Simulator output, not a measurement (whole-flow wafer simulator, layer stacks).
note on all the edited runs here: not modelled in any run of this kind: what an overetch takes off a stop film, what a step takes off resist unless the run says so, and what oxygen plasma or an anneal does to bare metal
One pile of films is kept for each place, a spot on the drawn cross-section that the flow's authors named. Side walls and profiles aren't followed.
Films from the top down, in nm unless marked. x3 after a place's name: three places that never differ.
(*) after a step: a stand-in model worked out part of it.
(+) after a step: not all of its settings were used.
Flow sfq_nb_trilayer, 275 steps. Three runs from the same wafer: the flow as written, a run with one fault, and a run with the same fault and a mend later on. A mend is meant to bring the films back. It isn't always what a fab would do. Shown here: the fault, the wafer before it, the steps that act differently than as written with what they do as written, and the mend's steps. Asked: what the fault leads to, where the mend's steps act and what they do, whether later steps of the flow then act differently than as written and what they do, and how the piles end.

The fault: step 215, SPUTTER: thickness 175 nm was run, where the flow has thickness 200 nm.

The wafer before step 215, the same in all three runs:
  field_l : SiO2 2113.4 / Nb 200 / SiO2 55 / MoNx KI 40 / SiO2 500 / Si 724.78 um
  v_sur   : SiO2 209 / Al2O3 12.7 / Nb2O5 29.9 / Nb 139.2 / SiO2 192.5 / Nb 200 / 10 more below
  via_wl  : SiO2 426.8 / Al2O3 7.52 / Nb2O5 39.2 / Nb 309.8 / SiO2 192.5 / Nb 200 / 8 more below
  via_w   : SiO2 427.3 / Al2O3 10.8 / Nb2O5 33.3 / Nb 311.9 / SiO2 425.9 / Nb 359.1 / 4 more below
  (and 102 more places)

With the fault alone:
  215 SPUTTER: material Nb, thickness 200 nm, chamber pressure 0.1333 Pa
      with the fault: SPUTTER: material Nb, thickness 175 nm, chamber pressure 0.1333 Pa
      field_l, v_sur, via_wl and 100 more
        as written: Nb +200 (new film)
        with the fault: Nb +175 (new film)
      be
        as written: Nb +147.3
        with the fault: Nb +129.1
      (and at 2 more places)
  Later steps of the flow that act differently than as written (6 more steps differ only slightly, by at most 2% or 0.5 nm, whichever is larger, and aren't shown):
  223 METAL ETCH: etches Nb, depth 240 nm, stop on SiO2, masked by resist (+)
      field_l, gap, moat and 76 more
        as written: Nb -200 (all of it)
        with the fault: Nb -175 (all of it)
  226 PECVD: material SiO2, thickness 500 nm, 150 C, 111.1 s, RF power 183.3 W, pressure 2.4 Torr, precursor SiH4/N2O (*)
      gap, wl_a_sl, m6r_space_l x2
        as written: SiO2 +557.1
        with the fault: SiO2 +532.1
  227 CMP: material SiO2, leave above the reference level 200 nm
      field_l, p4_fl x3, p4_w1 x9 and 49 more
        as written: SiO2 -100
        with the fault: SiO2 -125
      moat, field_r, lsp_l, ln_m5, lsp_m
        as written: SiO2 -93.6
        with the fault: SiO2 -119.4
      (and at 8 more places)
  At the end the piles differ from the flow's by more than 2% or 0.5 nm, whichever is larger, at v_sur, via_wl, via_w and 62 more.
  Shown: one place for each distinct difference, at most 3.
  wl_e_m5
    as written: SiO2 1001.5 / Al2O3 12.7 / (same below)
    with the fault: SiO2 976.5 / Al2O3 12.7 / (same below)
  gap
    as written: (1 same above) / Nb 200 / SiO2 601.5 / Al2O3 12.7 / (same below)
    with the fault: (1 same above) / Nb 200 / SiO2 576.5 / Al2O3 12.7 / (same below)
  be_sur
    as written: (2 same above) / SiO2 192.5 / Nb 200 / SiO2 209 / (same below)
    with the fault: (2 same above) / SiO2 192.5 / Nb 175 / SiO2 209 / (same below)

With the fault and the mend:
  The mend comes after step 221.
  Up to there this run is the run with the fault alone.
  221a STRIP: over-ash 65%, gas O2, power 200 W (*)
      ln_m5, p4_fl x3, p4_w1 x9 and 48 more
        anti-reflective coat -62 (all of it)
      field_r, lsp_m, lsp_r, l0_sur, l0v, wl_a_sl, wl_a_sr, wl_g_sr
        anti-reflective coat -61.9 (all of it)
      r5r_line_l, r5r_line_c, r5r_line_r
        anti-reflective coat -50 (all of it)
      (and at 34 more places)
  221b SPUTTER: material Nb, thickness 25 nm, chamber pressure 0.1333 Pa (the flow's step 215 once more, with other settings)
      field_l, v_sur, via_wl and 98 more
        Nb +25
      ce_l, ce_r
        Nb +24.1
      be
        Nb +15.8
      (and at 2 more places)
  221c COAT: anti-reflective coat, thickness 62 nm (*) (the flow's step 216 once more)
      ln_m5, p4_fl x3, p4_w1 x9 and 52 more
        anti-reflective coat +62 (new film)
      field_r, lsp_m, ln_m6 and 7 more
        anti-reflective coat +61.9 (new film)
      r5r_line_l, r5r_line_c, r5r_line_r
        anti-reflective coat +50.1 (new film)
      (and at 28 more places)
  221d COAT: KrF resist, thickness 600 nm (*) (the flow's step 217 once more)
      lsp_r, p4_fl x3, p4_w1 x9 and 35 more
        KrF resist +600 (new film)
      l0_sur, l0v, wl_b_m5 and 14 more
        KrF resist +599.9 (new film)
      ln_m6, wl_j_sl, wl_j_sr
        KrF resist +600.1 (new film)
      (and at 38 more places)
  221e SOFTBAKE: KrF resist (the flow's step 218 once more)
      changes no film at any place that is followed
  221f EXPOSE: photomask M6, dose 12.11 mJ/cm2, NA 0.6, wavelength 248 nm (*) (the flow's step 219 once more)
      changes no film at any place that is followed
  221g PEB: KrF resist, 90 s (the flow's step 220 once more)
      field_l, v_sur, via_wl and 80 more
        KrF resist -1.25
      moat, field_r, lsp_l, ln_m5, wl_jj, r5r_spacepad_l, r5r_spacepad_r
        KrF resist -1.26
      via_v, wire, be_sur, gap
        KrF resist -1.23
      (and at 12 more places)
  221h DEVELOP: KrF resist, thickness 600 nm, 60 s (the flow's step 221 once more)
      l0_sur, p4_fl x3, p4_w1 x9 and 33 more
        KrF resist -598.7 (all of it)
      v_sur, via_wl, via_w and 24 more
        KrF resist -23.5
      l0v, wl_b_sl, wl_b_m5 and 13 more
        KrF resist -598.6 (all of it)
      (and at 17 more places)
  No later step of the flow acts differently than as written, at any place that is followed, by more than 2% or 0.5 nm, whichever is larger.
  At the end the piles differ from the flow's only slightly at the places that both follow, by at most 2% or 0.5 nm, whichever is larger.
